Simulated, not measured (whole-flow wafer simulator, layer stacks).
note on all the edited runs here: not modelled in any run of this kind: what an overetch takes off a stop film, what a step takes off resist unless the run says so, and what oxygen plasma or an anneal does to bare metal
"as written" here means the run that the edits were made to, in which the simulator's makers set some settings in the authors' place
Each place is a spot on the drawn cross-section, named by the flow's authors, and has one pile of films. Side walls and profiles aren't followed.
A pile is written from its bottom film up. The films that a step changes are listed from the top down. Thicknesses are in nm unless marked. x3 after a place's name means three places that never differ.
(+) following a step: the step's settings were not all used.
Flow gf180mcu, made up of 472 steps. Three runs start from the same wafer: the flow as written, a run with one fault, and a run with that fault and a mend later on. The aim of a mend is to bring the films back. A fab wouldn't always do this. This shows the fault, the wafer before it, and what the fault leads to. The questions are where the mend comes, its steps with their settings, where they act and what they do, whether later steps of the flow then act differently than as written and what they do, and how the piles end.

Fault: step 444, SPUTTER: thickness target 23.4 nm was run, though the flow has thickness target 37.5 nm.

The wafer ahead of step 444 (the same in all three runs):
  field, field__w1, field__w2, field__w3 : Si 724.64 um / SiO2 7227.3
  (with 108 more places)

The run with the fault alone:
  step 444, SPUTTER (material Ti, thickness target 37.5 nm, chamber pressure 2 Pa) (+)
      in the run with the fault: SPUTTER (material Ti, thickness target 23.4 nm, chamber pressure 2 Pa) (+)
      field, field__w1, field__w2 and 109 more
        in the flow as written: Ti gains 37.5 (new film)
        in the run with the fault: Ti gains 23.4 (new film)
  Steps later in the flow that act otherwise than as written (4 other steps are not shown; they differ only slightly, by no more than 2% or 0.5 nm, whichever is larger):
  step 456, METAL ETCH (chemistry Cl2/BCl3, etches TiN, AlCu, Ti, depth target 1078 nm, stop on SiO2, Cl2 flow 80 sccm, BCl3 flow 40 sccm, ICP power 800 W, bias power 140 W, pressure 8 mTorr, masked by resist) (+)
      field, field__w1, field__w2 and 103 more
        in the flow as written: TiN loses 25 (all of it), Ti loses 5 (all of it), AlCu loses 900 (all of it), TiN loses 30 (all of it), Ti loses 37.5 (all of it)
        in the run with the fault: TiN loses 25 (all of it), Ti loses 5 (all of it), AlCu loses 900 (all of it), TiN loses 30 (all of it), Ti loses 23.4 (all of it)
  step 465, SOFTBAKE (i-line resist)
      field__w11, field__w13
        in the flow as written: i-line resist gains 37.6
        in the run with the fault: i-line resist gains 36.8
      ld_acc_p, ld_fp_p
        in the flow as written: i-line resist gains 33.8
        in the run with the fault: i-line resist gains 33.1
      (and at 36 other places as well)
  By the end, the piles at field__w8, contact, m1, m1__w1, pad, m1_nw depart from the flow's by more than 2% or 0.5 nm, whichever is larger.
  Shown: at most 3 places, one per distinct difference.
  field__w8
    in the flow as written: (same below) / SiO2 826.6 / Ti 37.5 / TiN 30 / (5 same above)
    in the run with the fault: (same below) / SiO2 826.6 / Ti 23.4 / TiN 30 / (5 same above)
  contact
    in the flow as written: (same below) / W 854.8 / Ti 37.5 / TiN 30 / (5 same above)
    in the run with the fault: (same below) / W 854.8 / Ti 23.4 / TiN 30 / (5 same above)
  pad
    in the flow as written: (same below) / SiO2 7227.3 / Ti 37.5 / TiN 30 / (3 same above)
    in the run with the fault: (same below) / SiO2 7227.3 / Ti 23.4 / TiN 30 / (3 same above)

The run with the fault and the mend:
  After step 444 comes the mend.
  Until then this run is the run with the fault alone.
  step 444a, SPUTTER (material Ti, thickness target 14.1 nm, chamber pressure 2 Pa) (+) (a further turn of the flow's step 444, with different settings)
      field, field__w1, field__w2 and 109 more
        Ti gains 14.1
  None of the later steps of the flow acts differently than as written at any place that is followed.
  The piles end the same as the flow's at every place that both follow.
